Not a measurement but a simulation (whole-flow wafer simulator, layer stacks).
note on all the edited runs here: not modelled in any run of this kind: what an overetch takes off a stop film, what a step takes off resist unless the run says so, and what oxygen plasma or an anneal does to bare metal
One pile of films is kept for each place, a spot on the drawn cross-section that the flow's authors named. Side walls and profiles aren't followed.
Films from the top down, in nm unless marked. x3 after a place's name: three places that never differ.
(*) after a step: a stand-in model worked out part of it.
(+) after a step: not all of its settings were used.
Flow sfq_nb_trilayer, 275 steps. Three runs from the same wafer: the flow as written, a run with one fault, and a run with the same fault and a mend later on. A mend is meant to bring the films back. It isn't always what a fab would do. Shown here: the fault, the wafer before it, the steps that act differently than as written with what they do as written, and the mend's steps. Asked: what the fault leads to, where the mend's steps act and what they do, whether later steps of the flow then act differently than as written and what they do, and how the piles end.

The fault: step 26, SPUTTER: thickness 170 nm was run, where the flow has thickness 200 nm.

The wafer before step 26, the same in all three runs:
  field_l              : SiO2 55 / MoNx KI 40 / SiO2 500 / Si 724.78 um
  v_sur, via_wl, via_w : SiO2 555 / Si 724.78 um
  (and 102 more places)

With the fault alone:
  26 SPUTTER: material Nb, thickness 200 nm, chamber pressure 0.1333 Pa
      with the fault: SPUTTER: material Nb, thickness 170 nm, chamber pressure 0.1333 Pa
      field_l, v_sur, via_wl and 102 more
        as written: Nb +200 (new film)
        with the fault: Nb +170 (new film)
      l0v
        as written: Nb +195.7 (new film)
        with the fault: Nb +165.7 (new film)
  Later steps of the flow that act differently than as written (3 more steps differ only slightly, by at most 2% or 0.5 nm, whichever is larger, and aren't shown):
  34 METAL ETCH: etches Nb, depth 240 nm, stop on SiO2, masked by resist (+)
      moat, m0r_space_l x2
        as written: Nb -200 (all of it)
        with the fault: Nb -170 (all of it)
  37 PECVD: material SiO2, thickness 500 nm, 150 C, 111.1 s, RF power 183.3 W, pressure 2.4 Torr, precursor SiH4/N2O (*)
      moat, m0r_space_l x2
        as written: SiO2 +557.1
        with the fault: SiO2 +527.1
  At the end the piles differ from the flow's by more than 2% or 0.5 nm, whichever is larger, at field_l, v_sur, via_wl and 100 more.
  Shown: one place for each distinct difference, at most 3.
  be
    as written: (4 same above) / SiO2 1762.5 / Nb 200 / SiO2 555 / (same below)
    with the fault: (4 same above) / SiO2 1762.5 / Nb 170 / SiO2 555 / (same below)
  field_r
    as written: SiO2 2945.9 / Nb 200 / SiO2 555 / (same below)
    with the fault: SiO2 2945.9 / Nb 170 / SiO2 555 / (same below)
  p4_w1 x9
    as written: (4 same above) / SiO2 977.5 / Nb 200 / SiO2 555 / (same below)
    with the fault: (4 same above) / SiO2 977.5 / Nb 170 / SiO2 555 / (same below)

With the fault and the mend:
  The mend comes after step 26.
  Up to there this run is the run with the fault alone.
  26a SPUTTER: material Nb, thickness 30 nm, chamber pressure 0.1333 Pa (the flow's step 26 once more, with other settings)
      field_l, via_wl, via_w and 100 more
        Nb +30
      v_sur
        Nb +29
      lsp_r
        Nb +29.5
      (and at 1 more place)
  No later step of the flow acts differently than as written, at any place that is followed, by more than 2% or 0.5 nm, whichever is larger.
  At the end the piles differ from the flow's only slightly at the places that both follow, by at most 2% or 0.5 nm, whichever is larger.
